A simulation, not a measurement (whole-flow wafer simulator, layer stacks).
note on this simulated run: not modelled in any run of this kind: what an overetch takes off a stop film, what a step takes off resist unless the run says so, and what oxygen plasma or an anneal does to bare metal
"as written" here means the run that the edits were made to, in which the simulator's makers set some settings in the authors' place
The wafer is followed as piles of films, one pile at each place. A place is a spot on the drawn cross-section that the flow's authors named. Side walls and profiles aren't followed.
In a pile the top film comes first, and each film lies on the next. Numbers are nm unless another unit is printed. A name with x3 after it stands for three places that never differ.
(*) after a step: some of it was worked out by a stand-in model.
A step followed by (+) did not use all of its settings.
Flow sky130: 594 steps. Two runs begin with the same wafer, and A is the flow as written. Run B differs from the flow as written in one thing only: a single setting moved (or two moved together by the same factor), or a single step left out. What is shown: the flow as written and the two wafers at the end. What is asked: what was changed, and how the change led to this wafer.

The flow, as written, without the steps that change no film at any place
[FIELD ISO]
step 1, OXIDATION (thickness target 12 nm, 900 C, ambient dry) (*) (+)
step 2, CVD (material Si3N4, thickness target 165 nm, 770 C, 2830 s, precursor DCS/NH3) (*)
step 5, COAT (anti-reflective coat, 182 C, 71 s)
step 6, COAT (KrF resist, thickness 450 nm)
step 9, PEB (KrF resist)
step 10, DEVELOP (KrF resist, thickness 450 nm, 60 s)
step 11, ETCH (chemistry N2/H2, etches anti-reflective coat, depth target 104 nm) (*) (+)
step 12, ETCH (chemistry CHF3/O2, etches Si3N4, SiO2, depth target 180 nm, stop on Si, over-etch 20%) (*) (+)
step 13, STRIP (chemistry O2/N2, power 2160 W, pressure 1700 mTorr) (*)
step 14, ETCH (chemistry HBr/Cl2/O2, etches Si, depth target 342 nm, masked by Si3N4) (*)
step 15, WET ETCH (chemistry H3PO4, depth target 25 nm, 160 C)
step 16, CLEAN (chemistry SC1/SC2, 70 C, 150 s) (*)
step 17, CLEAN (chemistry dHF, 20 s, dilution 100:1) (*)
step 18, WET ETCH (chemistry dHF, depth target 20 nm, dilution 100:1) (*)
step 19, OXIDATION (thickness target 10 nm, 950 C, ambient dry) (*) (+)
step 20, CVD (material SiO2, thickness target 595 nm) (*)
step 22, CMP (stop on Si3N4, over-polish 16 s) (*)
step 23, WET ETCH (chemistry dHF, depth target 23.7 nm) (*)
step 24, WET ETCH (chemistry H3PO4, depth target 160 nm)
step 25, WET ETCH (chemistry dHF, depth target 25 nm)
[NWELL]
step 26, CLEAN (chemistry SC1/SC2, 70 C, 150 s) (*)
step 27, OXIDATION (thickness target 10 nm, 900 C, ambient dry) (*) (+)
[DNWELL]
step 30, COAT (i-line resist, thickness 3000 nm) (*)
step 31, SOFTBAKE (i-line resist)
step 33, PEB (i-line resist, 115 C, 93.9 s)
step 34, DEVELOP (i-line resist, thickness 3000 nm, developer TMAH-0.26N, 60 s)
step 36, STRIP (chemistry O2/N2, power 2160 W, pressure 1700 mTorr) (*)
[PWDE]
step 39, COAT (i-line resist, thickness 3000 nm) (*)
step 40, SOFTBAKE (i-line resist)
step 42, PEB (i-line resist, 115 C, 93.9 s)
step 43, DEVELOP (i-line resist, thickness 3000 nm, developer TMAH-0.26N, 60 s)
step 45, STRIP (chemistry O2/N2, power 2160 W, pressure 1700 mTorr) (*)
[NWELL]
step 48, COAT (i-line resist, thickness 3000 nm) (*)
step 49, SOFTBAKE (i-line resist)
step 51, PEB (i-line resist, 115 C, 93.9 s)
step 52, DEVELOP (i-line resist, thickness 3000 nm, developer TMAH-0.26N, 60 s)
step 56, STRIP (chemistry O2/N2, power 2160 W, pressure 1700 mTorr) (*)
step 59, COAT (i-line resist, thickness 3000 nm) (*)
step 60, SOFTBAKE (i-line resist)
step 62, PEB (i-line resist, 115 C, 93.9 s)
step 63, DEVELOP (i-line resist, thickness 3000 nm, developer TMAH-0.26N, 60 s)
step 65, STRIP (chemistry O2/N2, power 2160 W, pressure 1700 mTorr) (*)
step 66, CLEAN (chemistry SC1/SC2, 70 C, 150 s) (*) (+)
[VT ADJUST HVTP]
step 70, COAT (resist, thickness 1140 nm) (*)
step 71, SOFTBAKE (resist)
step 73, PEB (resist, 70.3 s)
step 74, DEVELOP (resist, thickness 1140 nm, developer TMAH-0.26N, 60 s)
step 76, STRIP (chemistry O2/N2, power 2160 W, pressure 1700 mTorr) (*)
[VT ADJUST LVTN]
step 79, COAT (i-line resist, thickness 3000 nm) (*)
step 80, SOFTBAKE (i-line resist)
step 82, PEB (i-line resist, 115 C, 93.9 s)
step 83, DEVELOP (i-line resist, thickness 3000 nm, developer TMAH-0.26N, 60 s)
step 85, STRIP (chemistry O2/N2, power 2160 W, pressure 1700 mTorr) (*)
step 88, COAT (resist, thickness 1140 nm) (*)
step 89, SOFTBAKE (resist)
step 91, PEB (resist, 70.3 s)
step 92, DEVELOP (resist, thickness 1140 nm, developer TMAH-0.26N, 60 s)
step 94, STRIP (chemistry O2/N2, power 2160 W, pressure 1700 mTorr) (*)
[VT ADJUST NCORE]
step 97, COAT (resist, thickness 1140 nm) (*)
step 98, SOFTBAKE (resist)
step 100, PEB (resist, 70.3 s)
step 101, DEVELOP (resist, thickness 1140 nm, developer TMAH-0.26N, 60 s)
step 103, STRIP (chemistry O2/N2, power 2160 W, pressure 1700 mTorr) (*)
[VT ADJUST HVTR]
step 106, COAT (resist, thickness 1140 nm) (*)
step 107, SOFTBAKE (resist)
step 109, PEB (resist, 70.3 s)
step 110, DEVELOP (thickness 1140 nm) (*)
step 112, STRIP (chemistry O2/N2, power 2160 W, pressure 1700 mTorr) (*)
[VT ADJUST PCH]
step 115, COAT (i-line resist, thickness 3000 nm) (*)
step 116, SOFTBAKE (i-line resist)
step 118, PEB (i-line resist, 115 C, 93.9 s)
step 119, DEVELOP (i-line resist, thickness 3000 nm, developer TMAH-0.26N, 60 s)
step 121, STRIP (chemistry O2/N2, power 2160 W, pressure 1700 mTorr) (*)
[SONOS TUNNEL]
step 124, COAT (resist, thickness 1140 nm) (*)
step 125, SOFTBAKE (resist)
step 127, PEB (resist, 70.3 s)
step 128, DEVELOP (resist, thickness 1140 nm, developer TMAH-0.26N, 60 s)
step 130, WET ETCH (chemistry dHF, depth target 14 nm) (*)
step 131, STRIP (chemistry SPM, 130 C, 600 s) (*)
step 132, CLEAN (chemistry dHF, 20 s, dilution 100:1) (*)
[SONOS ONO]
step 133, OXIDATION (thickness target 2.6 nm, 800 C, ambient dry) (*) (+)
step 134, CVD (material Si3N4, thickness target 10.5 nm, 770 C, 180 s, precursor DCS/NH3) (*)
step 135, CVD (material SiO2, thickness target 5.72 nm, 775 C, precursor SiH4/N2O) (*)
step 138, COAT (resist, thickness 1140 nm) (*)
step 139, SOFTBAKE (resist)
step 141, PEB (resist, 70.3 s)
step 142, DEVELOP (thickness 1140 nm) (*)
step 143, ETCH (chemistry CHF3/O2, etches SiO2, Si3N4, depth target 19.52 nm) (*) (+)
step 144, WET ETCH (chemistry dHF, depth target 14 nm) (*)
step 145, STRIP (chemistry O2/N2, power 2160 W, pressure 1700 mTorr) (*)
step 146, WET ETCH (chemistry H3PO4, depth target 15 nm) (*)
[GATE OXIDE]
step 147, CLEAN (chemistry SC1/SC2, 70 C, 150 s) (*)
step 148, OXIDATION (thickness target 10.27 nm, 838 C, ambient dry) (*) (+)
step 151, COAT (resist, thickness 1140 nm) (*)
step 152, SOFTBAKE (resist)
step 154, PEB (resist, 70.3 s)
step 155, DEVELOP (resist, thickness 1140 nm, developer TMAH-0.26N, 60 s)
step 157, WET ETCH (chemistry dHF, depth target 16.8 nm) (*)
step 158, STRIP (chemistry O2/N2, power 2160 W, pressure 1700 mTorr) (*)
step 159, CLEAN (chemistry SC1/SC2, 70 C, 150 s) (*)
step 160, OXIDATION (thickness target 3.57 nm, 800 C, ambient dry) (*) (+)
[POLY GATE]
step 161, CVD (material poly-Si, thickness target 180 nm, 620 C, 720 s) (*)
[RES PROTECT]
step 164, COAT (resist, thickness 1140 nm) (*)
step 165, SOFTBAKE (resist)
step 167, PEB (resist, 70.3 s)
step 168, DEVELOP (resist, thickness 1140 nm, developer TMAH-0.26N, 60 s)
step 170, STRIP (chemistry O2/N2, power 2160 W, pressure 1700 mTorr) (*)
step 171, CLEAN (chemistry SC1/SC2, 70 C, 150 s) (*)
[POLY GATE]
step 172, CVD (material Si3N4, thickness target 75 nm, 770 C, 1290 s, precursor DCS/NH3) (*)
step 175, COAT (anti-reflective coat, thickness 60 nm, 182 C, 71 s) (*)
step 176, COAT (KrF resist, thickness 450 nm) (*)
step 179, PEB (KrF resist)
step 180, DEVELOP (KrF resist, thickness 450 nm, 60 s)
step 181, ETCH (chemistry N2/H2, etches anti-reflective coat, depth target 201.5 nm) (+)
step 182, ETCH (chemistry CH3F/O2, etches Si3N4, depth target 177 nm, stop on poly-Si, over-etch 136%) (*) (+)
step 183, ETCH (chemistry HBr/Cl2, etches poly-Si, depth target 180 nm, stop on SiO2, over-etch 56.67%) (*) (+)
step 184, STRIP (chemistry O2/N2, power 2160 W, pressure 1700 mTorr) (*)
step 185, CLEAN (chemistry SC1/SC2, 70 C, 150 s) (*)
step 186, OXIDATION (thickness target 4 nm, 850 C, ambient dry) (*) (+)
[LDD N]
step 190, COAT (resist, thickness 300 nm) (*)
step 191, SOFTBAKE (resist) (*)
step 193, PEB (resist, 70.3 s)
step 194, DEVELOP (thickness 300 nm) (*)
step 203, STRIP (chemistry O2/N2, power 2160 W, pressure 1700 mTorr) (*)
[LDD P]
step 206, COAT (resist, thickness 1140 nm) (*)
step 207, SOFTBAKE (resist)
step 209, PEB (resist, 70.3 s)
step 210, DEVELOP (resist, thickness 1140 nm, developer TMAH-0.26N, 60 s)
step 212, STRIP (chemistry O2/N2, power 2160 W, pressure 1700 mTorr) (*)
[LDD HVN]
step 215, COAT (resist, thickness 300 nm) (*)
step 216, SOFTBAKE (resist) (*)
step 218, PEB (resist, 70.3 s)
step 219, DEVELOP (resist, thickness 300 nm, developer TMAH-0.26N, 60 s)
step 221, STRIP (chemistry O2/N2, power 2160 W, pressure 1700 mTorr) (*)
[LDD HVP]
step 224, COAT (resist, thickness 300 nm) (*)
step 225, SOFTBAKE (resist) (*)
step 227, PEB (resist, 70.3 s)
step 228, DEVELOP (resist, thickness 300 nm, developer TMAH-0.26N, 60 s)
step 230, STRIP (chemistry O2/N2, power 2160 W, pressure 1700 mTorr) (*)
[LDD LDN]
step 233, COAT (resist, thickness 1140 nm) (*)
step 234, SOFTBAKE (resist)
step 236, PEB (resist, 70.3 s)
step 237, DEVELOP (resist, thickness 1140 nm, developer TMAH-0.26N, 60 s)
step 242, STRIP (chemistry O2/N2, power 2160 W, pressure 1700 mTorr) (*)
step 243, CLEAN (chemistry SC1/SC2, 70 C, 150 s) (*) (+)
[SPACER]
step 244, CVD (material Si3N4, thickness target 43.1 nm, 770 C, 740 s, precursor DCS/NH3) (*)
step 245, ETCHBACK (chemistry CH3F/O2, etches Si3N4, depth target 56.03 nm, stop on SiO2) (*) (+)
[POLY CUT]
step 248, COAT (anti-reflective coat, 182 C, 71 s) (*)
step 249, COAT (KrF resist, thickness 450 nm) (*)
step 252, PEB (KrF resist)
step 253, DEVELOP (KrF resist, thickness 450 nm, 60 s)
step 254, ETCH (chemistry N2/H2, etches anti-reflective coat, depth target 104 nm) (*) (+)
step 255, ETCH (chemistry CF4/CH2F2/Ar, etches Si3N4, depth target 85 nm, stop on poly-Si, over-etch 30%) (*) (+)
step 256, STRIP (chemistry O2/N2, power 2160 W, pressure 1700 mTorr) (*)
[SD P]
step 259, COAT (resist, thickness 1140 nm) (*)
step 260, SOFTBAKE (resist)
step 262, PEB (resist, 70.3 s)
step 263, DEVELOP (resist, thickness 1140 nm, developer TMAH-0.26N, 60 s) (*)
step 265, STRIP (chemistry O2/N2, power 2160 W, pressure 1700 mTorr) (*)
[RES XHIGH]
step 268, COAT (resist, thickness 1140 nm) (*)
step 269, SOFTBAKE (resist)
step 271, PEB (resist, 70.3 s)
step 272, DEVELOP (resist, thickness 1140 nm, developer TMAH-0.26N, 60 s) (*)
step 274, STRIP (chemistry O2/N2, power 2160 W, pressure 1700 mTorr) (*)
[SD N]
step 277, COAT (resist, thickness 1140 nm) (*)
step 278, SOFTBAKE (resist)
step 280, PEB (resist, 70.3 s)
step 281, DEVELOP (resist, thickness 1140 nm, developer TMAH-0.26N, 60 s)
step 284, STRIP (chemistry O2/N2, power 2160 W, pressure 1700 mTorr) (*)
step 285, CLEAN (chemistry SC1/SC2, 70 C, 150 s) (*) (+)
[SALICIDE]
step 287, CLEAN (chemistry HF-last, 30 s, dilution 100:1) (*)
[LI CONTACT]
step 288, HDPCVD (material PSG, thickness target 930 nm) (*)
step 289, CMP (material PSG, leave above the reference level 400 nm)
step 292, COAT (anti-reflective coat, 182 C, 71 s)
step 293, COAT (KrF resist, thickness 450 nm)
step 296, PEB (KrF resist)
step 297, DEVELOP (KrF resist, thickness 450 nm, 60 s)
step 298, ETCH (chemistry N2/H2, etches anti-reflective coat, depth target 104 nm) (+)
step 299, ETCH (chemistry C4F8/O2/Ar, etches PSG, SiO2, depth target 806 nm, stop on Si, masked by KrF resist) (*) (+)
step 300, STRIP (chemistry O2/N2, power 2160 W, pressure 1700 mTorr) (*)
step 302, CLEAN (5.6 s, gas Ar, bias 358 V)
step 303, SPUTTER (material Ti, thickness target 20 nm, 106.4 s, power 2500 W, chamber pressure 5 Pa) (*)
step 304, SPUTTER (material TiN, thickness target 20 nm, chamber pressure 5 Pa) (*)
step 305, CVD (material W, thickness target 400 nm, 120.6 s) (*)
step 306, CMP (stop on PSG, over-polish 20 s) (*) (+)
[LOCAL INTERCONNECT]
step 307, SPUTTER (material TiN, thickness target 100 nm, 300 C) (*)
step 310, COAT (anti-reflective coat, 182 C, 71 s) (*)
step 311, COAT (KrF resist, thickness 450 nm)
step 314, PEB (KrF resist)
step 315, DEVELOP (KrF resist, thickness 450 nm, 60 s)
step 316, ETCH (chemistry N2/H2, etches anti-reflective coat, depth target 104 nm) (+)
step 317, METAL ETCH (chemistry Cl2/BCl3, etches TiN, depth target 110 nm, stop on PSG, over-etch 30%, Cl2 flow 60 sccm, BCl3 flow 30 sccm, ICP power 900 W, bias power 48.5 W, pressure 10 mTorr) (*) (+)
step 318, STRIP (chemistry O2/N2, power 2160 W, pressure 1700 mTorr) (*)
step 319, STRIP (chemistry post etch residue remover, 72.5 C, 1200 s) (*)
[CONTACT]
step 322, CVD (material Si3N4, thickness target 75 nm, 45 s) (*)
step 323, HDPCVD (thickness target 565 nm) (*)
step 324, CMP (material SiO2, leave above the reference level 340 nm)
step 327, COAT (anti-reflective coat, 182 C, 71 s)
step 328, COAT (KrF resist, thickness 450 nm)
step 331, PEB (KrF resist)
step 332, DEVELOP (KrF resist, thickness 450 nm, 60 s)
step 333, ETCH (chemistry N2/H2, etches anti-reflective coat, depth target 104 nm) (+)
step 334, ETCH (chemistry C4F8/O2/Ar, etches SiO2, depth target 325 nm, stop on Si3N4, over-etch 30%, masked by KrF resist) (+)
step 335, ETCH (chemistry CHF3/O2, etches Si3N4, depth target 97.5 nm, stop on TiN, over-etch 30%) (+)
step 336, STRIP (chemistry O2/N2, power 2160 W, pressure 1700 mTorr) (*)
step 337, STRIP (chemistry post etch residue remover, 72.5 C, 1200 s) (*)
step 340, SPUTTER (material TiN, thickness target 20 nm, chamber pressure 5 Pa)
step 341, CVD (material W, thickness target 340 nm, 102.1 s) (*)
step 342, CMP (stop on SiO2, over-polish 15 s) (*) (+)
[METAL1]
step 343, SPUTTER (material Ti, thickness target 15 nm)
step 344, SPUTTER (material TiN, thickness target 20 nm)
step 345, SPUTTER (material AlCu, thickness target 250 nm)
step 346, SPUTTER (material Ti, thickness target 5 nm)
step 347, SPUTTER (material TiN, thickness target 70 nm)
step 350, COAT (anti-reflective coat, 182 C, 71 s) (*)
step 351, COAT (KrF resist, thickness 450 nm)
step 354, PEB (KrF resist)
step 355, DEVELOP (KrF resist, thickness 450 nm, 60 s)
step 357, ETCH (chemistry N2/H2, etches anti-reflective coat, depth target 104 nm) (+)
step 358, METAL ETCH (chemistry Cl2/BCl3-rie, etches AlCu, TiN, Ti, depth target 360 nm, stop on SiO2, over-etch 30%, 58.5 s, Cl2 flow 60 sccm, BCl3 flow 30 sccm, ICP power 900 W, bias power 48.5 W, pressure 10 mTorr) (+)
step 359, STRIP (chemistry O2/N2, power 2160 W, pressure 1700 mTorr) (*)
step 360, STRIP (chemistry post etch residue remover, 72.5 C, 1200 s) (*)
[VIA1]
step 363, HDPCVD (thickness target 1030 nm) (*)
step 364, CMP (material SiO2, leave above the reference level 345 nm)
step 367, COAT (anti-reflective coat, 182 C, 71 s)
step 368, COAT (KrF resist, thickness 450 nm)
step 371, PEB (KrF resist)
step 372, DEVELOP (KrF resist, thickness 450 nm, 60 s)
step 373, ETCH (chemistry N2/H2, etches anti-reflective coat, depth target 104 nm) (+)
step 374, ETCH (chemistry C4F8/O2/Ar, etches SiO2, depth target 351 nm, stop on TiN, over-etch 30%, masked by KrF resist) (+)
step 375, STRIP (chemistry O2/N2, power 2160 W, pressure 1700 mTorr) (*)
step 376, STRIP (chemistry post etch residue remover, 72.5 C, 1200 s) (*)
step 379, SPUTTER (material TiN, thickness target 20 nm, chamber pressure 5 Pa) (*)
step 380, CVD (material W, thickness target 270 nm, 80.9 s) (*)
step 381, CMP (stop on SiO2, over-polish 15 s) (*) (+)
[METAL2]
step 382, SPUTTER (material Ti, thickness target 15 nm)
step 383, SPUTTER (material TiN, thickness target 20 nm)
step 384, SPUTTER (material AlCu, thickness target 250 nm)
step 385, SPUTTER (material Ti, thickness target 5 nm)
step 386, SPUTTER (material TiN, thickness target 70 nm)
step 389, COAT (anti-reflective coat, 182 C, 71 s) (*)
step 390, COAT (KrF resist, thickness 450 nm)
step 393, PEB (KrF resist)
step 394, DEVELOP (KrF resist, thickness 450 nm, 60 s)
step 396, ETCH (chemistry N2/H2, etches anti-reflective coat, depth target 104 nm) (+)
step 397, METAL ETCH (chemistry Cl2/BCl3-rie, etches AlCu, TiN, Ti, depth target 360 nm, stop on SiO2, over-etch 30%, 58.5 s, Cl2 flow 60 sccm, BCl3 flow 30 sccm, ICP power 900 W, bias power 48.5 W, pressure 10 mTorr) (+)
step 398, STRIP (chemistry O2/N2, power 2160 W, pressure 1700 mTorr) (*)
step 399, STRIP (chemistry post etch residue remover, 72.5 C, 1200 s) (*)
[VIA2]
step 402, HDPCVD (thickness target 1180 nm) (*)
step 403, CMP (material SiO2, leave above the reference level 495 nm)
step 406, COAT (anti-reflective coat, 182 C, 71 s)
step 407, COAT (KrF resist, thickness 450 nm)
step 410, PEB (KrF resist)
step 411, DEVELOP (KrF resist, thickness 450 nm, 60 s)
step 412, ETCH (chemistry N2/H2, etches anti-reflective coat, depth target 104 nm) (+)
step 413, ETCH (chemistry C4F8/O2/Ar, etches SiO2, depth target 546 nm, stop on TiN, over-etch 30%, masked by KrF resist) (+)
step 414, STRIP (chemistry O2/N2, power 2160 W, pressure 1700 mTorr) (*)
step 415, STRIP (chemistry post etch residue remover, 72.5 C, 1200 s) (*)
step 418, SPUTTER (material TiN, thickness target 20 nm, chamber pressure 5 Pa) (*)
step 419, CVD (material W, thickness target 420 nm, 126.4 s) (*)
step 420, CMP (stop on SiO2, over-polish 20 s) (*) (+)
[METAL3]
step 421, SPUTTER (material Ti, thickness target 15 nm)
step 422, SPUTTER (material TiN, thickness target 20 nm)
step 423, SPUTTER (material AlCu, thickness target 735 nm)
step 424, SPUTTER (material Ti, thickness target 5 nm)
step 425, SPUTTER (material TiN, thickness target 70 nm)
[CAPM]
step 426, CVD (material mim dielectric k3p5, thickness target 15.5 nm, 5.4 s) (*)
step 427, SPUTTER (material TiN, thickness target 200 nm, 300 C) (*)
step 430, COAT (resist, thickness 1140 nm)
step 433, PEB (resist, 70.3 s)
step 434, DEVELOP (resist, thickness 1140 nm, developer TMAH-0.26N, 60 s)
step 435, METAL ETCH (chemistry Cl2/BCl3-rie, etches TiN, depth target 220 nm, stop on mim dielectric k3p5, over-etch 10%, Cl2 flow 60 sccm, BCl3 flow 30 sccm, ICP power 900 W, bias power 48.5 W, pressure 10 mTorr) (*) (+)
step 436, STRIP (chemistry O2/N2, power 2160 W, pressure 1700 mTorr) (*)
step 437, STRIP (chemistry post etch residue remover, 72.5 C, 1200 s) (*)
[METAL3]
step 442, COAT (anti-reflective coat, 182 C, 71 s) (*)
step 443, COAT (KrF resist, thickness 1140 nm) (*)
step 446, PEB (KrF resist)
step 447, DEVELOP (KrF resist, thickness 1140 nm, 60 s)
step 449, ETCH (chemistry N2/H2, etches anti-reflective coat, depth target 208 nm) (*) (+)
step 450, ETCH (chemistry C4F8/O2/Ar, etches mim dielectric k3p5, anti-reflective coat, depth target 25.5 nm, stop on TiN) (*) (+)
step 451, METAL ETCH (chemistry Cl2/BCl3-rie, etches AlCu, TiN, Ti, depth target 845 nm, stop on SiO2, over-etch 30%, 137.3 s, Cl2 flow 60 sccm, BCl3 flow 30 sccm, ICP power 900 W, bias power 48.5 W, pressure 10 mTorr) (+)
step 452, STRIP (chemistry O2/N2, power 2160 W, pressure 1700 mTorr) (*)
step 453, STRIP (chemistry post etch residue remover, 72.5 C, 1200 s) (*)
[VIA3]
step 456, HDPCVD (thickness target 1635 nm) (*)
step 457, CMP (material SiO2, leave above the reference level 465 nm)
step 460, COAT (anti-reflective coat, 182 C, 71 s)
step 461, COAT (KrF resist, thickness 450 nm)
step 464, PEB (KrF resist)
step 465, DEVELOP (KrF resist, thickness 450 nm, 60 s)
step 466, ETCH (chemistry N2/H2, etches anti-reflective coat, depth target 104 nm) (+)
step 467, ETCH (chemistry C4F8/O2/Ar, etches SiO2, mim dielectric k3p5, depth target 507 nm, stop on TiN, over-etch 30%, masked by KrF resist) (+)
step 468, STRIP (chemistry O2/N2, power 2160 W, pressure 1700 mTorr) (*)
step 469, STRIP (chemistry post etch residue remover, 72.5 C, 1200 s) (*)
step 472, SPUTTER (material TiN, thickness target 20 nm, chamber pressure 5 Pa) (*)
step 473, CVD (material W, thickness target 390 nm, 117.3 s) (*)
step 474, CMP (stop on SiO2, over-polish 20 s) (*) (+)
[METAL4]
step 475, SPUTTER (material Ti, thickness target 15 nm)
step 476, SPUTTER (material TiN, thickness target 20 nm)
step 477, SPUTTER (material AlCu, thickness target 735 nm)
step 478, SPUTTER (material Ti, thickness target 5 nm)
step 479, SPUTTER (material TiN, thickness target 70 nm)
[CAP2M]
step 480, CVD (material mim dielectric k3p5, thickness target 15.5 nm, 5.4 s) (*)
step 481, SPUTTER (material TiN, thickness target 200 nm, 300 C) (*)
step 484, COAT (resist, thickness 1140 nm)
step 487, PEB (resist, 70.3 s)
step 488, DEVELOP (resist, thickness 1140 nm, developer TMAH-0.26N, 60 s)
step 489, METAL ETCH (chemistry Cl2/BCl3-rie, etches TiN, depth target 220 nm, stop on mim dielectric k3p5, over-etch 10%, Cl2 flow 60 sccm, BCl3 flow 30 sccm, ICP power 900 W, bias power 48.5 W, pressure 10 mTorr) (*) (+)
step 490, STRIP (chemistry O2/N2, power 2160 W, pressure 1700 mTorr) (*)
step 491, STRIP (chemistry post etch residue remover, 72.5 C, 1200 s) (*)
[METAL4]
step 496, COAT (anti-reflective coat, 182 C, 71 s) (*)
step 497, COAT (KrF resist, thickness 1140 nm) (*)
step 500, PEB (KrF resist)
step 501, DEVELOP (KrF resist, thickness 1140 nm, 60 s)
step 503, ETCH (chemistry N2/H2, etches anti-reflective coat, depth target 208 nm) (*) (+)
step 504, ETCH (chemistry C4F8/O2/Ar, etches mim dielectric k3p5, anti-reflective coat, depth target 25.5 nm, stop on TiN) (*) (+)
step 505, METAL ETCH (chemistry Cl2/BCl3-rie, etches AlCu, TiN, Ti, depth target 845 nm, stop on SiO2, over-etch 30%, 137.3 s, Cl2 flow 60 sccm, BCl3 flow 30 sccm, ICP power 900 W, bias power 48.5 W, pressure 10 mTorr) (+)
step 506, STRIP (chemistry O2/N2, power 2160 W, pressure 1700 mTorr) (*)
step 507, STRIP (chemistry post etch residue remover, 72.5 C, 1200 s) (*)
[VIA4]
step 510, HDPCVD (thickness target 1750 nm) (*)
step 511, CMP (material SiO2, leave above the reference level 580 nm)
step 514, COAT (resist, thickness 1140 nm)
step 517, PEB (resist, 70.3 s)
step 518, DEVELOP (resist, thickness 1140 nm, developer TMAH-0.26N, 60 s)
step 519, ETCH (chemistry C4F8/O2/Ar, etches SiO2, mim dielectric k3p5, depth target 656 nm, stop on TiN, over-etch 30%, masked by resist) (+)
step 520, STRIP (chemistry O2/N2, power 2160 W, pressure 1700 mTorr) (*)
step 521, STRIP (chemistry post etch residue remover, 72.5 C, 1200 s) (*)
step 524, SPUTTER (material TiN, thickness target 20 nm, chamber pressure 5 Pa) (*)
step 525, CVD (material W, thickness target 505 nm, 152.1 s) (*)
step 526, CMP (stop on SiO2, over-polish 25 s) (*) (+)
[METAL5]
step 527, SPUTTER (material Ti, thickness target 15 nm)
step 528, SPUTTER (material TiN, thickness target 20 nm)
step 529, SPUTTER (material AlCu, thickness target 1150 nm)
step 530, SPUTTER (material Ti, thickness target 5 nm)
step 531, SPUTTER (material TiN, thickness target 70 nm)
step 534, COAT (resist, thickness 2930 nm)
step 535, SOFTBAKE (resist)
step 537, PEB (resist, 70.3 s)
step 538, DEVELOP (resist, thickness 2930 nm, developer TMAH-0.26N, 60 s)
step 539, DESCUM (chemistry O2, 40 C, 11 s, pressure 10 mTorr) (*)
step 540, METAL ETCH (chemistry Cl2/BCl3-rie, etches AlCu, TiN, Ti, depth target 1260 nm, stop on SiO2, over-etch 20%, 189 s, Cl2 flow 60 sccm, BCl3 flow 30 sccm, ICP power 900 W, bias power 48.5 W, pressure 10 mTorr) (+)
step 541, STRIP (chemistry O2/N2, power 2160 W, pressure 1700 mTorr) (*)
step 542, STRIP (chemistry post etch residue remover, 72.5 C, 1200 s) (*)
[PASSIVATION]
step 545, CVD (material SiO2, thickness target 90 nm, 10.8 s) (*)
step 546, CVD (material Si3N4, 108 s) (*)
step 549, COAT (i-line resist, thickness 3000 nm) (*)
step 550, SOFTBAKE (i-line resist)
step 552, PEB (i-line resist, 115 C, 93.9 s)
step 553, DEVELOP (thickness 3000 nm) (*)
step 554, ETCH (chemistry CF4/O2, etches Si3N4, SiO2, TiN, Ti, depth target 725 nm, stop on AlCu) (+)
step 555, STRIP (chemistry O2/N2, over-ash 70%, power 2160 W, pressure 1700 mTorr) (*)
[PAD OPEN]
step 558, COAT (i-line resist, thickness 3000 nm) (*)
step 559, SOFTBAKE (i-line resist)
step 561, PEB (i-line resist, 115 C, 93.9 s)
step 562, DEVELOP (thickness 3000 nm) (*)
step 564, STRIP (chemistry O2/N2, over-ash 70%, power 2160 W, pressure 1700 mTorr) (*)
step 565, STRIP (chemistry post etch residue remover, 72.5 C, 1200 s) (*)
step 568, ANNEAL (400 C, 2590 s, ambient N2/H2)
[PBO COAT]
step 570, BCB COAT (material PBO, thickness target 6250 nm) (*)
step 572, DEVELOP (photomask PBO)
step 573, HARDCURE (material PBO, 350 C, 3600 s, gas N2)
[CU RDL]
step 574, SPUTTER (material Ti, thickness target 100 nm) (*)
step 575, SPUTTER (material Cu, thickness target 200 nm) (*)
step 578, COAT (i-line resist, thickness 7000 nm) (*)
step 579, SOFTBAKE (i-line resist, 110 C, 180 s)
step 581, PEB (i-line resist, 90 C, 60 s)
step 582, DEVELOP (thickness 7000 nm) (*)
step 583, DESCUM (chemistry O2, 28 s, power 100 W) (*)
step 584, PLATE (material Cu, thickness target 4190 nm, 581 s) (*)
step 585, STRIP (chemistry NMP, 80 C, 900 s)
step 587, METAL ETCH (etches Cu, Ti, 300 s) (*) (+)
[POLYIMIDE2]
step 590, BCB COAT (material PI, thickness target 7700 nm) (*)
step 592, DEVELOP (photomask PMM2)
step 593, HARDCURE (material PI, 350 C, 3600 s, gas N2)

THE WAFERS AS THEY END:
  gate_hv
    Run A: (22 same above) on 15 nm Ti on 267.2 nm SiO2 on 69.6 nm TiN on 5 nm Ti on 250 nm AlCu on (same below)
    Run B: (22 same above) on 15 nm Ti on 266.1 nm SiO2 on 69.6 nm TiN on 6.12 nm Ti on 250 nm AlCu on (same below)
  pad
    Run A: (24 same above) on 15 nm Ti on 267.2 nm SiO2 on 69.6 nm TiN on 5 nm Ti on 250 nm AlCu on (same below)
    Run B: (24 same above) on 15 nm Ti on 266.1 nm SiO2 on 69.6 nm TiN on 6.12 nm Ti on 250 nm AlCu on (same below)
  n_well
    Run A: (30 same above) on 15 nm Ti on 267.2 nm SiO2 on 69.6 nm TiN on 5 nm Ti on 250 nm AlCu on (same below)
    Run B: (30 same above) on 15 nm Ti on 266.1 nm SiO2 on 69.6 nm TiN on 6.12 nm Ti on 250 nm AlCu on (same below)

What caused this: step 346, SPUTTER: thickness target 6.12 nm was run, whereas the flow has thickness target 5 nm.
The wafer lets one read it off: gate_hv has Ti 6.12, and step 346 as written asks for 5 nm.

The path from the change to this, step by step:
  step 346, SPUTTER (material Ti, thickness target 5 nm)
      field, active, n_well and 188 more: A +5 Ti (new film) | B +6.12 Ti (new film)
  step 358, METAL ETCH (chemistry Cl2/BCl3-rie, etches AlCu, TiN, Ti, depth target 360 nm, stop on SiO2, over-etch 30%, 58.5 s, Cl2 flow 60 sccm, BCl3 flow 30 sccm, ICP power 900 W, bias power 48.5 W, pressure 10 mTorr) (+)
      field, active, gate and 81 more: A -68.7 TiN (all of it), -5 Ti (all of it), -250 AlCu (all of it), -20 TiN (all of it), -15 Ti (all of it), -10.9 SiO2 | B -68.7 TiN (all of it), -6.12 Ti (all of it), -250 AlCu (all of it), -20 TiN (all of it), -15 Ti (all of it), -10.8 SiO2
